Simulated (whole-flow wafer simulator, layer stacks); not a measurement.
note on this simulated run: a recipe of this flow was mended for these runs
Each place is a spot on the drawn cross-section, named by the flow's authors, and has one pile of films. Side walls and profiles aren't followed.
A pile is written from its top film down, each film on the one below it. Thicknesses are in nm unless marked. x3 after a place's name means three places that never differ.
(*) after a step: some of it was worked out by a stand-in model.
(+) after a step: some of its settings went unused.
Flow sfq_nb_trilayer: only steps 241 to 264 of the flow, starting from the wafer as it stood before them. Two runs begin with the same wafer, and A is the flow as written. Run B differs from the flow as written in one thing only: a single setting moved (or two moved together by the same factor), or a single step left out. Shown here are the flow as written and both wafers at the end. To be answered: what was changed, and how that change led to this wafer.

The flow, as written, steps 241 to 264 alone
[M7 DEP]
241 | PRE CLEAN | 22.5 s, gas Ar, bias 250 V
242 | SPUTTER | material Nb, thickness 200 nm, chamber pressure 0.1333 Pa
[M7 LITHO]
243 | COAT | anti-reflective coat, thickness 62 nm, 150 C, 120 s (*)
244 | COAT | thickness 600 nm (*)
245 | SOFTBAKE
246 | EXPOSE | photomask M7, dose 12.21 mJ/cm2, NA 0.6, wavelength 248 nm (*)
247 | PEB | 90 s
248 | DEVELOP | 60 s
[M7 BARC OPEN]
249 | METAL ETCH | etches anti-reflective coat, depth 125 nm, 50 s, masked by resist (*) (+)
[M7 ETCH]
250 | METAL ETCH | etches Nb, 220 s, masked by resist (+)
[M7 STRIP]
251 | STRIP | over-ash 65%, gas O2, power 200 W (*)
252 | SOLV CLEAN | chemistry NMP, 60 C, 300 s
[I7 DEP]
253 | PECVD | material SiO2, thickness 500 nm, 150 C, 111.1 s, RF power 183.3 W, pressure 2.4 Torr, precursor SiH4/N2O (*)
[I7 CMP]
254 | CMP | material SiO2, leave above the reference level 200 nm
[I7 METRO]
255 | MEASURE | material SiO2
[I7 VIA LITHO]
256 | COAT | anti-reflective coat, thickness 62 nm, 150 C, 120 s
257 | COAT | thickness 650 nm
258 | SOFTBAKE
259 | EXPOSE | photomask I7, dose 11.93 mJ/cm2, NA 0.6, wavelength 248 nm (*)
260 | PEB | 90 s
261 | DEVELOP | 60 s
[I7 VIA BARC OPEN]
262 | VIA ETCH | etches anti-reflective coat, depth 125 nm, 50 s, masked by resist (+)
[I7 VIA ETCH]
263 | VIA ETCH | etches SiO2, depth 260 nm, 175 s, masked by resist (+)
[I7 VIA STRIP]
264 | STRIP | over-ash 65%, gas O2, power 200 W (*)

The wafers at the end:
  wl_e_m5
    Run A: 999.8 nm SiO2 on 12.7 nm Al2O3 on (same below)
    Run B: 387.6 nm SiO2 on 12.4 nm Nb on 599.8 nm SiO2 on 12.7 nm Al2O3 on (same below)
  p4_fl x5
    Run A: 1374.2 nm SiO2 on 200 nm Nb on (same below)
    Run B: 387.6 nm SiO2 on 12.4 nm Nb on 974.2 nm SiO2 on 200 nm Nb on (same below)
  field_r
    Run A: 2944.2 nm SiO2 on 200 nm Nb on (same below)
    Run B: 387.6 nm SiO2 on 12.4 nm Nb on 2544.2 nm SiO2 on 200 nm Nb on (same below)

Cause: step 250, METAL ETCH: 172 s was run, whereas the flow has 220 s.

How this came from the change, step by step:
  250 | METAL ETCH | etches Nb, 220 s, masked by resist (+)
      field_l, field_r, lsp_l and 62 more: A -200 Nb (all of it), -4 SiO2 | B -187.6 Nb
      v_sur, via_wl, via_w and 38 more: A -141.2 KrF-resist-other-grade | B -110.4 KrF-resist-other-grade
  251 | STRIP | over-ash 65%, gas O2, power 200 W (*)
      wl_j_sl x2, wl_jj, wl_a_sl x3 and 11 more: A -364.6 KrF-resist-other-grade (all of it), -62 anti-reflective coat (all of it) | B -395.4 KrF-resist-other-grade (all of it), -62 anti-reflective coat (all of it)
      ln_m5, lsp_m, ln_m6, lsp_r: A -364 KrF-resist-other-grade (all of it), -62.3 anti-reflective coat (all of it) | B -394.8 KrF-resist-other-grade (all of it), -62.3 anti-reflective coat (all of it)
      (as well as at 20 more places)
  253 | PECVD | material SiO2, thickness 500 nm, 150 C, 111.1 s, RF power 183.3 W, pressure 2.4 Torr, precursor SiH4/N2O (*)
      field_l, p4_fl x5, p4_w1 x9 and 44 more: A +500 SiO2 | B +500 SiO2 (new film)
      field_r, lsp_l: A +477.2 SiO2 | B +479 SiO2 (new film)
      (as well as at 4 more places)
  254 | CMP | material SiO2, leave above the reference level 200 nm
      field_l, p4_fl x5, p4_w1 x9 and 44 more: A -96 SiO2 | B -112.4 SiO2
      field_r, lsp_l: A -73.2 SiO2 | B -91.4 SiO2
      (as well as at 2 more places)
With metal films that touch counted as one body, wl_e_m5 has 7 bodies (between them, from the top down: SiO2 599.8 / Al2O3 12.7 / Nb2O5 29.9; SiO2 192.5; SiO2 192.5; SiO2 192.5; SiO2 192.5; SiO2 192.5); the flow as written gives 6 bodies (between them, from the top down: SiO2 192.5; SiO2 192.5; SiO2 192.5; SiO2 192.5; SiO2 192.5).
With metal films that touch counted as one body, p4_fl x5 has 3 bodies (between them, from the top down: SiO2 974.2; SiO2 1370); the flow as written gives 2 bodies (between them, from the top down: SiO2 1370).
With metal films that touch counted as one body, field_r has 2 bodies (between them, from the top down: SiO2 2544.2); the flow as written gives 1 body.
